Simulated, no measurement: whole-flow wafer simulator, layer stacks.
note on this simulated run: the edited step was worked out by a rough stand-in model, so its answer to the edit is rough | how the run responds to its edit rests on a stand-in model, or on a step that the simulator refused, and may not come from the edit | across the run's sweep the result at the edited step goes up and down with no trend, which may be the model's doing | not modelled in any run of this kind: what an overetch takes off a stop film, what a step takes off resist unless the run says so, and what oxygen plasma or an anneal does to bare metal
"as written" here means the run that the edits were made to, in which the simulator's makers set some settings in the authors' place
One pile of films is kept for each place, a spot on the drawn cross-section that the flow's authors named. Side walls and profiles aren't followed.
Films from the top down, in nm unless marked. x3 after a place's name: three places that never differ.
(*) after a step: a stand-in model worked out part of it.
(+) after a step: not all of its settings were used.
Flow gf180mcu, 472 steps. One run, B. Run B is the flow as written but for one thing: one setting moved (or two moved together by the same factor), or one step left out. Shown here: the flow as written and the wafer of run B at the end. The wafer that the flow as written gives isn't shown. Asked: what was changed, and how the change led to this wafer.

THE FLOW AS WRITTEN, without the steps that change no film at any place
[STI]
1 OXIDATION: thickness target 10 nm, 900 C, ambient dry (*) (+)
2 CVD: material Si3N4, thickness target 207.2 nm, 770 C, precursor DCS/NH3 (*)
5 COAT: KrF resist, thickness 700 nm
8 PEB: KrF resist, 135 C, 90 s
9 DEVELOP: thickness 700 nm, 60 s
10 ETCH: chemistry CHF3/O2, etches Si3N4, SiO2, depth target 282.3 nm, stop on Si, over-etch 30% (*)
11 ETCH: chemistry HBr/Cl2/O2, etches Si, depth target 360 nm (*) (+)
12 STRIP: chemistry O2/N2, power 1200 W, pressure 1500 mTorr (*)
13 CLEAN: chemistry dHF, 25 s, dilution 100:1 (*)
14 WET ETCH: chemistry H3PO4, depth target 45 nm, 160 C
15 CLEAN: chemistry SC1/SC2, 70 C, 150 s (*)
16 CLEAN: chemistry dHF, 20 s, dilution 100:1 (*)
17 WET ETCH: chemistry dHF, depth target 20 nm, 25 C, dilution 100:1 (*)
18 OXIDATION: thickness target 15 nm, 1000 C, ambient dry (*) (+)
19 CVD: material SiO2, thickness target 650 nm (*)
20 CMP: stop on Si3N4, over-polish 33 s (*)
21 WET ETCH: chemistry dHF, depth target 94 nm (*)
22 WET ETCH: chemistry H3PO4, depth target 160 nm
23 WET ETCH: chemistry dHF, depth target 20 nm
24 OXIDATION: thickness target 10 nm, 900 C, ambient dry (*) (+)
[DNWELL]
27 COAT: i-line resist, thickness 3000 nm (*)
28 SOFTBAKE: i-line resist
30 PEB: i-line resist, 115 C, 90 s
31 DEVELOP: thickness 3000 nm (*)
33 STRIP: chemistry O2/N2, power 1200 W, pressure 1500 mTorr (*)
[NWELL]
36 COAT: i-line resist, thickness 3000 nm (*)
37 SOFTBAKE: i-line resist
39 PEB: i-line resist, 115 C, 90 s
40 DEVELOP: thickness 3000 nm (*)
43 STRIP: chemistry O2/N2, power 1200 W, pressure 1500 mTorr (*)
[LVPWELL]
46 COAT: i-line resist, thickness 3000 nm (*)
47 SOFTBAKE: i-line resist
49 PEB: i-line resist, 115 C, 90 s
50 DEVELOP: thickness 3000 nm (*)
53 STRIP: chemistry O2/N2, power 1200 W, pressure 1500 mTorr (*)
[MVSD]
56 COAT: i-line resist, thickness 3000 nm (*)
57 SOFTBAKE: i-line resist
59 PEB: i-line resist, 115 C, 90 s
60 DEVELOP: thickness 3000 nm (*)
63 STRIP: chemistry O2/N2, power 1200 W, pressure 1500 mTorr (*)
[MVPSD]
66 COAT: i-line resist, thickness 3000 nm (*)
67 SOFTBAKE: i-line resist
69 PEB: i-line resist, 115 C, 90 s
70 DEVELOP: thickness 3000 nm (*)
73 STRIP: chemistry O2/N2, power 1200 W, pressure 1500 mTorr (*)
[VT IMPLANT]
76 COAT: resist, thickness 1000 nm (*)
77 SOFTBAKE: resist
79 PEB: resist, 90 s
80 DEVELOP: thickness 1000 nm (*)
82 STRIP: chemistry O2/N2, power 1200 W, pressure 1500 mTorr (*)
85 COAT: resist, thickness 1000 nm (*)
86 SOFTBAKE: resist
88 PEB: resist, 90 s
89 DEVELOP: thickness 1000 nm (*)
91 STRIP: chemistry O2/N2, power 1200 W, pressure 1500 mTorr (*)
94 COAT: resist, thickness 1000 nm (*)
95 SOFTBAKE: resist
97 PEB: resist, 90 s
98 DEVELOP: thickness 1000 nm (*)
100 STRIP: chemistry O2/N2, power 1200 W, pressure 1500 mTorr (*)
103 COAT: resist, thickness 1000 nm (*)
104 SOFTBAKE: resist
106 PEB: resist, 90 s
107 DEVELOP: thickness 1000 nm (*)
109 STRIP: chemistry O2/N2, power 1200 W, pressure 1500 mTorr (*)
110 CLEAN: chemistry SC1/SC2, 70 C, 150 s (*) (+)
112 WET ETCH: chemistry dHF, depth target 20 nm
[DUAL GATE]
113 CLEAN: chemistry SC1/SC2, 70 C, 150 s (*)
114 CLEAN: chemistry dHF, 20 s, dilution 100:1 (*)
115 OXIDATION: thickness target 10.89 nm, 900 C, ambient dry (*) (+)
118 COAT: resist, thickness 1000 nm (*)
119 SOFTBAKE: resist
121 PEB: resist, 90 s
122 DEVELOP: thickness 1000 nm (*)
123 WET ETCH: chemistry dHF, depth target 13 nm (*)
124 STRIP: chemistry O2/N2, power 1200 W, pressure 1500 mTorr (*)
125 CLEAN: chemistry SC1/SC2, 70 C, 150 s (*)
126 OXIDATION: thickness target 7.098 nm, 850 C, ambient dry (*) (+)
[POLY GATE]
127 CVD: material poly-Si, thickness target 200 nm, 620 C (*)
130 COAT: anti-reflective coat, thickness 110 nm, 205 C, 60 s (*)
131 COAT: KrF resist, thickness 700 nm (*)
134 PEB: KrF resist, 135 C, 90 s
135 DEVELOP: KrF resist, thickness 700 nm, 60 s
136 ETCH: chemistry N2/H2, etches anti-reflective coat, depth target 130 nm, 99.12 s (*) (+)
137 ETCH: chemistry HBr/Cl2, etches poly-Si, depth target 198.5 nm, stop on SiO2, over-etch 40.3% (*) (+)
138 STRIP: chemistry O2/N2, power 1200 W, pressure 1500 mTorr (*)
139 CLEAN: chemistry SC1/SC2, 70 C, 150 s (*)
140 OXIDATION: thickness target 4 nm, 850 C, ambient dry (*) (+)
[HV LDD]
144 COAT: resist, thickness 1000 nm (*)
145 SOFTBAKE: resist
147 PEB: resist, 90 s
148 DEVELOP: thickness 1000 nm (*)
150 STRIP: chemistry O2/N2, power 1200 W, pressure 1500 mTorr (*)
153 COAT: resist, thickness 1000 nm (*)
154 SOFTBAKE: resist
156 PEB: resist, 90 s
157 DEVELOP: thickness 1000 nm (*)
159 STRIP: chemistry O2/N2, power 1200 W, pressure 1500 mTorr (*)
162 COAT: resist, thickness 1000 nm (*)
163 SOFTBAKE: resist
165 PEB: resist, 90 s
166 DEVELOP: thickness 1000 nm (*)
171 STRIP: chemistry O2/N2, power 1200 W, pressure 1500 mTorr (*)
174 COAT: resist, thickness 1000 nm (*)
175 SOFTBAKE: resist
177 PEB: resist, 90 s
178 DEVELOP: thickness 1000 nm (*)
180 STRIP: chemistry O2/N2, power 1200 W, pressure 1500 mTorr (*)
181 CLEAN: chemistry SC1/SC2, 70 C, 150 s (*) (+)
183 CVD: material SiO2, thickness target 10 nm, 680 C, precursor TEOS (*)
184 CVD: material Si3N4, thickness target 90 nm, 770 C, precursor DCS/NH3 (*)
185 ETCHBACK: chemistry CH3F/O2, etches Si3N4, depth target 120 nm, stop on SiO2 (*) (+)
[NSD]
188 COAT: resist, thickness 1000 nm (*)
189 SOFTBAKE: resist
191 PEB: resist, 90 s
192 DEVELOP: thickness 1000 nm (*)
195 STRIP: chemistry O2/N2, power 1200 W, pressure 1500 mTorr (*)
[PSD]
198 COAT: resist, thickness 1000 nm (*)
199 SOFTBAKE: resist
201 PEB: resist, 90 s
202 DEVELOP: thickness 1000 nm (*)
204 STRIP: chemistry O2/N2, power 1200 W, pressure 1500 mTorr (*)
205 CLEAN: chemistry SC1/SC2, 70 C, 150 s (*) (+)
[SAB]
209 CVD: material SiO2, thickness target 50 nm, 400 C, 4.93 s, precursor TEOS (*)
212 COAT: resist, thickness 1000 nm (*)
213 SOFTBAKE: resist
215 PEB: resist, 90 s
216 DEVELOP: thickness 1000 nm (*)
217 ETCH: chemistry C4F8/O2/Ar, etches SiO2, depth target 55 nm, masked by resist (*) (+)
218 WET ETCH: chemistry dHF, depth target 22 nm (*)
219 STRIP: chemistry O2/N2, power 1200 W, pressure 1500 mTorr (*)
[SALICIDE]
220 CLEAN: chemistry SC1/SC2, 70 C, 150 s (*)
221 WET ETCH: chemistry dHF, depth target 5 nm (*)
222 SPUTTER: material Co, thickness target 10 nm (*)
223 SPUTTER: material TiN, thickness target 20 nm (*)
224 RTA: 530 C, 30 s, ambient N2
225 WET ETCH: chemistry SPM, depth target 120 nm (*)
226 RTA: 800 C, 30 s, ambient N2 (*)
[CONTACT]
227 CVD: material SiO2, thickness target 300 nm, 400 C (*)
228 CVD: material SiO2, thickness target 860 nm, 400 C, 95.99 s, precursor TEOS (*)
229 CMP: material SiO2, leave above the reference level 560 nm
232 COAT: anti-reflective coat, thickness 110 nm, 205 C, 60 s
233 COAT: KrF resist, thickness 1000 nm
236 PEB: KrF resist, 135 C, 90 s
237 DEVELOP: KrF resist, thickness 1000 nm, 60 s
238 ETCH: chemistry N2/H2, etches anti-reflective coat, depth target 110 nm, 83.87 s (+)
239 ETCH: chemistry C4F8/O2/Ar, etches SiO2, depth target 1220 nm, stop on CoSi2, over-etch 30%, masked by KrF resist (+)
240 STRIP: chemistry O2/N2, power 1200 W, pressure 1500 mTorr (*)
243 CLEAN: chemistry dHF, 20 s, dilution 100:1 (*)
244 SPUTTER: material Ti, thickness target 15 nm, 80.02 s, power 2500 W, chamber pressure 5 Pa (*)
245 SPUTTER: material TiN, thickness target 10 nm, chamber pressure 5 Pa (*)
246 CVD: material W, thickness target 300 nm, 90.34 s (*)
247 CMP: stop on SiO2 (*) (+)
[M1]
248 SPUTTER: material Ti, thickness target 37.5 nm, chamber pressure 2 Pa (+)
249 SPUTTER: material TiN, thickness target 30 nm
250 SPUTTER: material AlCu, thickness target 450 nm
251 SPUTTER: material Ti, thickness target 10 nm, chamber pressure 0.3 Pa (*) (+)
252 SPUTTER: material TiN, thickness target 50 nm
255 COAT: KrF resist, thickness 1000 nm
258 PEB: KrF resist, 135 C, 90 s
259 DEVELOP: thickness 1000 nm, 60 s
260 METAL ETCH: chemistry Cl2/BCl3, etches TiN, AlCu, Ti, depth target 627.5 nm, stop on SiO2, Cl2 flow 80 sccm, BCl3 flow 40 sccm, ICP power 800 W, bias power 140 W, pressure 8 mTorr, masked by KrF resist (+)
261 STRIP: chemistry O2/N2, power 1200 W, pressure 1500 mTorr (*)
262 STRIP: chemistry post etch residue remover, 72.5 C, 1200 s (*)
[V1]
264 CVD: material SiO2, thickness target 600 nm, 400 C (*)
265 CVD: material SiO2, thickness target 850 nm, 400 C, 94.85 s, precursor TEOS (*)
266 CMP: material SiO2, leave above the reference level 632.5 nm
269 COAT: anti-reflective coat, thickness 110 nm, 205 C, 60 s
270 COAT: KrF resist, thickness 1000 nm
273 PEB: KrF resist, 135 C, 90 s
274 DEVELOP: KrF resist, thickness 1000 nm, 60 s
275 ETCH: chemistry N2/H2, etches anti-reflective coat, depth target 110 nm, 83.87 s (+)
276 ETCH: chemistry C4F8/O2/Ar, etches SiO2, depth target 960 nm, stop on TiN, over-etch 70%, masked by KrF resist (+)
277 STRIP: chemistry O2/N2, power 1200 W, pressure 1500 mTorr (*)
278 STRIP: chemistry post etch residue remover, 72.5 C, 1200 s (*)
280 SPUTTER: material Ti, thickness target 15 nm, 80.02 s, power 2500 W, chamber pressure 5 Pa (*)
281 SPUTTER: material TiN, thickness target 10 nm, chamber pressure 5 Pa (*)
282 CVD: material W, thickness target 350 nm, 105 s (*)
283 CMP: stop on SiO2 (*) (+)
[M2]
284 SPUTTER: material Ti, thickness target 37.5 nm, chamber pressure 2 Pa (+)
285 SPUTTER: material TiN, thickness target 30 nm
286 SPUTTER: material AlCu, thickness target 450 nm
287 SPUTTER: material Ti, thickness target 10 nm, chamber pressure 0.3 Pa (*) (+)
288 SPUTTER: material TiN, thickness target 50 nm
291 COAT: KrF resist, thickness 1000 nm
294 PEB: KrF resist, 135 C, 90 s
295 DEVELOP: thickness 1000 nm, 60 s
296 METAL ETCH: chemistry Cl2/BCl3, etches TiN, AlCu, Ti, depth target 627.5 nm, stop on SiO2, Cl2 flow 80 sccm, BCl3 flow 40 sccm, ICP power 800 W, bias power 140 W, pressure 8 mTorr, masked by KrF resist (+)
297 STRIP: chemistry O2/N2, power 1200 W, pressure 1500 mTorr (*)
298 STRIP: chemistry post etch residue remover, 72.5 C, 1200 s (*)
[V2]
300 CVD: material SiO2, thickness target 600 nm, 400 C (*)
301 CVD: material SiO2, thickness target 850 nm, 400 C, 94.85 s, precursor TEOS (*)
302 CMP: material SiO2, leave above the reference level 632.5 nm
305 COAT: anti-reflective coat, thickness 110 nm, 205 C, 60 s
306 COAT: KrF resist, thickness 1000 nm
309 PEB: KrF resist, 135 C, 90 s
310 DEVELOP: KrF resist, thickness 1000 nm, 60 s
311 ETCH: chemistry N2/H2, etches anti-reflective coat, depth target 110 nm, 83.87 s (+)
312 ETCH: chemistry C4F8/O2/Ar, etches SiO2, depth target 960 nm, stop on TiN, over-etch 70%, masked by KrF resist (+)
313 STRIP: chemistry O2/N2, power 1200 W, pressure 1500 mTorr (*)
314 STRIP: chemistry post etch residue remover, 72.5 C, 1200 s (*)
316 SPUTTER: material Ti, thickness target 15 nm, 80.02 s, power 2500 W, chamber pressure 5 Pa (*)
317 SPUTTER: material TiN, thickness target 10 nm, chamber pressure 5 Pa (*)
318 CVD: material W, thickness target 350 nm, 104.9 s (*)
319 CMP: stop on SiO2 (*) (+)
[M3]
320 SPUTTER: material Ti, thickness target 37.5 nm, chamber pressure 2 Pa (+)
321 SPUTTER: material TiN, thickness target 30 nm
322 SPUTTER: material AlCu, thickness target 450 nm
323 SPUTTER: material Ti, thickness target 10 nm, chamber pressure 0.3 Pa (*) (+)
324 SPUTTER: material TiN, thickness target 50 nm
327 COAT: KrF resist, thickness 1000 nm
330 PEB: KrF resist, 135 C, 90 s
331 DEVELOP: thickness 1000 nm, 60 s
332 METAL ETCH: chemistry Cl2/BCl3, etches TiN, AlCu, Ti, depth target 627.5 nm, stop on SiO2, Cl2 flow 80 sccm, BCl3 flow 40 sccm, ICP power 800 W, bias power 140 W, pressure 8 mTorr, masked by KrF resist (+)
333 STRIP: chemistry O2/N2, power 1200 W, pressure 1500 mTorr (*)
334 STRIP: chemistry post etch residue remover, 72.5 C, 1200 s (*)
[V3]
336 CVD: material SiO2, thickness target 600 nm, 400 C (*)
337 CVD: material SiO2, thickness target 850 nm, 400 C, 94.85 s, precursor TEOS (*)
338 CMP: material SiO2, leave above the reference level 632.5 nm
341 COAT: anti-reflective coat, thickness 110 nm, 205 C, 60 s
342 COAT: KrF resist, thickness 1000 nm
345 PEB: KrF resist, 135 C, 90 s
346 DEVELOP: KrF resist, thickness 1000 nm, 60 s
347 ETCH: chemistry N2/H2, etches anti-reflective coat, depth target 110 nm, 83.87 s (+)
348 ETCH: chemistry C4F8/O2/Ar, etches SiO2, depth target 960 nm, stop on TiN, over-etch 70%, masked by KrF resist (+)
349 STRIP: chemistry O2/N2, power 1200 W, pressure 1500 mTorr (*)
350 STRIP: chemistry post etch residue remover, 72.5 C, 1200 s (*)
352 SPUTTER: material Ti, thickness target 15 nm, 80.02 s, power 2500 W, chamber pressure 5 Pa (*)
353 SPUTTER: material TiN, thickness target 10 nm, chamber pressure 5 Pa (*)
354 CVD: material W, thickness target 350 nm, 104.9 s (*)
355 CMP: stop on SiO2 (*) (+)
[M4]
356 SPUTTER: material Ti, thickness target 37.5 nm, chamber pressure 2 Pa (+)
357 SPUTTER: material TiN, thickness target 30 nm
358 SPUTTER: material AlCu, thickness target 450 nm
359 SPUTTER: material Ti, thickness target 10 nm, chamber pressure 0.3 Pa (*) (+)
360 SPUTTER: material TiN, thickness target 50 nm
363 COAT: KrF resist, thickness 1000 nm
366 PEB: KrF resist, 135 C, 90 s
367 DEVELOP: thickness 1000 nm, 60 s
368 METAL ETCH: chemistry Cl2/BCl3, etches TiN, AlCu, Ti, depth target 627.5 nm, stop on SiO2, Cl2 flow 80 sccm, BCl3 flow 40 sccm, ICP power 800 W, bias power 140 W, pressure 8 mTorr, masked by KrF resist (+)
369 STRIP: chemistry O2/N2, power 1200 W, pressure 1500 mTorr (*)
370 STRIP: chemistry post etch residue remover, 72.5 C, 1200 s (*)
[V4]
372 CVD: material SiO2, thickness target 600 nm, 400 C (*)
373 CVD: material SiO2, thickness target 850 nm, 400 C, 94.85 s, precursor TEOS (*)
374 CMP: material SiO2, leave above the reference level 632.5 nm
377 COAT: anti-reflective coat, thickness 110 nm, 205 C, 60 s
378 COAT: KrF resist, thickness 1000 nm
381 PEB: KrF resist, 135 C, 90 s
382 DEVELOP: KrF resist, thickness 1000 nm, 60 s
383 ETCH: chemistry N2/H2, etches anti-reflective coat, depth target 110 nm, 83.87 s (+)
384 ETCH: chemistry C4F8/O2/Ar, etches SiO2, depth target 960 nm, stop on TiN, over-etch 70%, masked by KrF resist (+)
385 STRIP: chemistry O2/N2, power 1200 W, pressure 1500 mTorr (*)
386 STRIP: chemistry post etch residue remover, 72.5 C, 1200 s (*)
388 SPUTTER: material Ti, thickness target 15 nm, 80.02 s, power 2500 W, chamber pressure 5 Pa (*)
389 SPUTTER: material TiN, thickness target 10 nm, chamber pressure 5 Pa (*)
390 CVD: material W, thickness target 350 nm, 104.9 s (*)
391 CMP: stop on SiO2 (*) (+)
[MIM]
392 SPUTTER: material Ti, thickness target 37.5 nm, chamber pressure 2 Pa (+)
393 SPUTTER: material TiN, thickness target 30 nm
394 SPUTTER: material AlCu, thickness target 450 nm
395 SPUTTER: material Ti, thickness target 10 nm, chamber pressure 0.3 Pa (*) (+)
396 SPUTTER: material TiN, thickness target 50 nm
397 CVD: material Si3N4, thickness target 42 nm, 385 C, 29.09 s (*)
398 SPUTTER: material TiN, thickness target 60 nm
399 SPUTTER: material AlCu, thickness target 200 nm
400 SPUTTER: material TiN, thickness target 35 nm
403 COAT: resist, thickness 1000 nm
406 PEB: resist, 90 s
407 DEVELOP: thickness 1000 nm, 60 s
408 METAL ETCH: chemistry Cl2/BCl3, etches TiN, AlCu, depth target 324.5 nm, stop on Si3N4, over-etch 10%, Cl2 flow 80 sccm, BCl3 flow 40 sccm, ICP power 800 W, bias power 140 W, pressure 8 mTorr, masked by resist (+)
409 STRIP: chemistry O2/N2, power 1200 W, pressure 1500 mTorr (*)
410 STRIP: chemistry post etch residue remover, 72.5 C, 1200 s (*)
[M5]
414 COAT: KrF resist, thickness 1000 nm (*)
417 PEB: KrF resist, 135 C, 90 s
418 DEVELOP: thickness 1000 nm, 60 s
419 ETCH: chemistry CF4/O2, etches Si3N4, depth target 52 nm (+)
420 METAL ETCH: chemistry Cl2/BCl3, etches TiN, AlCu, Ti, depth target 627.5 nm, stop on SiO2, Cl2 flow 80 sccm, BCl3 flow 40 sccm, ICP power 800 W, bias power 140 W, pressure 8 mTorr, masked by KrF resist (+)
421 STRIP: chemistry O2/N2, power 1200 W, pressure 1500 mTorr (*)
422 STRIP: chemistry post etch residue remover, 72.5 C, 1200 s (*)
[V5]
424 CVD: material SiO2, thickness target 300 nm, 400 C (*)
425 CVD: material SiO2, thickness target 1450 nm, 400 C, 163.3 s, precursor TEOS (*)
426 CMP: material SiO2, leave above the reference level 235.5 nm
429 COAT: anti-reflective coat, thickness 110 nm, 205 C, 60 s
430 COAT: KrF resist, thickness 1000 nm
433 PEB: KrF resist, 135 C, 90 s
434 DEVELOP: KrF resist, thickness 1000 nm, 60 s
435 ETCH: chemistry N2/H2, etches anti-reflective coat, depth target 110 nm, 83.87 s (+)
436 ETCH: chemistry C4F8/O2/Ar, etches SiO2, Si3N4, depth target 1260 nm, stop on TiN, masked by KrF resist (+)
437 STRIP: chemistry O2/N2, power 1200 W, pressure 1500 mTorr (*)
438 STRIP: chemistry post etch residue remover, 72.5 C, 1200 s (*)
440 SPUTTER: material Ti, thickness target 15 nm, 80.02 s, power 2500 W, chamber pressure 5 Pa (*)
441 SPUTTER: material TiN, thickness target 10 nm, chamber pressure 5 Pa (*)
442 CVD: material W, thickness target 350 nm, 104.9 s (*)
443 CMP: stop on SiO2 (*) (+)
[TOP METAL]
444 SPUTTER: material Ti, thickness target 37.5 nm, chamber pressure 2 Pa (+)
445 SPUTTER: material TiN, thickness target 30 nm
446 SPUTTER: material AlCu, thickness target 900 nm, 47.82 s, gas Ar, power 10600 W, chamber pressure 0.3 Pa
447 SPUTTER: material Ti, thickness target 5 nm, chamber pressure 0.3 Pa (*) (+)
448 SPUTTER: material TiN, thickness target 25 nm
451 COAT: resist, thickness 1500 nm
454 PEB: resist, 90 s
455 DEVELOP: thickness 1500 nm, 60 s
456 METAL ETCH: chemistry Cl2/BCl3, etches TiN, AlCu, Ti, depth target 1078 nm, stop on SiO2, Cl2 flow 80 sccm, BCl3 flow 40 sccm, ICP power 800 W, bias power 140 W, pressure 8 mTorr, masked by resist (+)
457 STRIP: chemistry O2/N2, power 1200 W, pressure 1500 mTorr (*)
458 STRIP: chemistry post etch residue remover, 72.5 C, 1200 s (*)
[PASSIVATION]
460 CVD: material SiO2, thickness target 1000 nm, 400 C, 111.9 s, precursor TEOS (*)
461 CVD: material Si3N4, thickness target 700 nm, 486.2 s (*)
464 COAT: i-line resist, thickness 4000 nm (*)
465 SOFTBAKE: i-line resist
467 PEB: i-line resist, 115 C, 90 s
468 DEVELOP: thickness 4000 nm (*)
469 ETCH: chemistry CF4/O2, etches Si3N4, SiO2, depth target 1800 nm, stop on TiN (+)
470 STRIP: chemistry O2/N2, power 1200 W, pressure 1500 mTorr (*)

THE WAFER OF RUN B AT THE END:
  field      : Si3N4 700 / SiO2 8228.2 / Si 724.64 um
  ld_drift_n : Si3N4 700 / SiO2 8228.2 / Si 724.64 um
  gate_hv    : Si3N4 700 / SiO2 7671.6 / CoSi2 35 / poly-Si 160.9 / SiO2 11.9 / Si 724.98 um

The cause: step 126, OXIDATION: thickness target 4.259 nm was run, where the flow has thickness target 7.098 nm.

How the change led to this, step by step:
  126 OXIDATION: thickness target 7.098 nm, 850 C, ambient dry (*) (+)
      gate_hv, active_hv, active_nat and 25 more: SiO2 +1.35, Si -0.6 (as written it would be: SiO2 +3.72, Si -1.64)
      active, n_well, p_well and 12 more: SiO2 +4.26 (new film), chemical SiO2 -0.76 (all of it), Si -1.54 (as written it would be: SiO2 +7.1 (new film), chemical SiO2 -0.76 (all of it), Si -2.79)
  189 SOFTBAKE: resist
      field__w9: resist -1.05 (as written it would be: resist +1.85)
      active_hv: resist +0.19 (as written it would be: resist +0.78)
      (and at 1 more place)
  199 SOFTBAKE: resist
      field__w9: resist -1.05 (as written it would be: resist +1.85)
      active_hv: resist +0.19 (as written it would be: resist +0.78)
      (and at 1 more place)
  218 WET ETCH: chemistry dHF, depth target 22 nm (*)
      active, p_well, sd_n, iso_ptap_pw, iso_ntap_nw, iso_ptap_sub, vpnp_e: SiO2 -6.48 (all of it) (as written it would be: SiO2 -9.01 (all of it))
      ldn_tap, ldn_src, ldn_drn, ldp_tap, ldp_src, ldp_drn, ldp_gr: SiO2 -13.7 (all of it) (as written it would be: SiO2 -16 (all of it))
      (and at 9 more places)
  223 SPUTTER: material TiN, thickness target 20 nm (*)
      field__w12: TiN +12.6 (new film) (as written it would be: TiN +12 (new film))
  225 WET ETCH: chemistry SPM, depth target 120 nm (*)
      field__w12: TiN -12.6 (all of it), Co -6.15 (all of it) (as written it would be: TiN -12 (all of it), Co -6.15 (all of it))
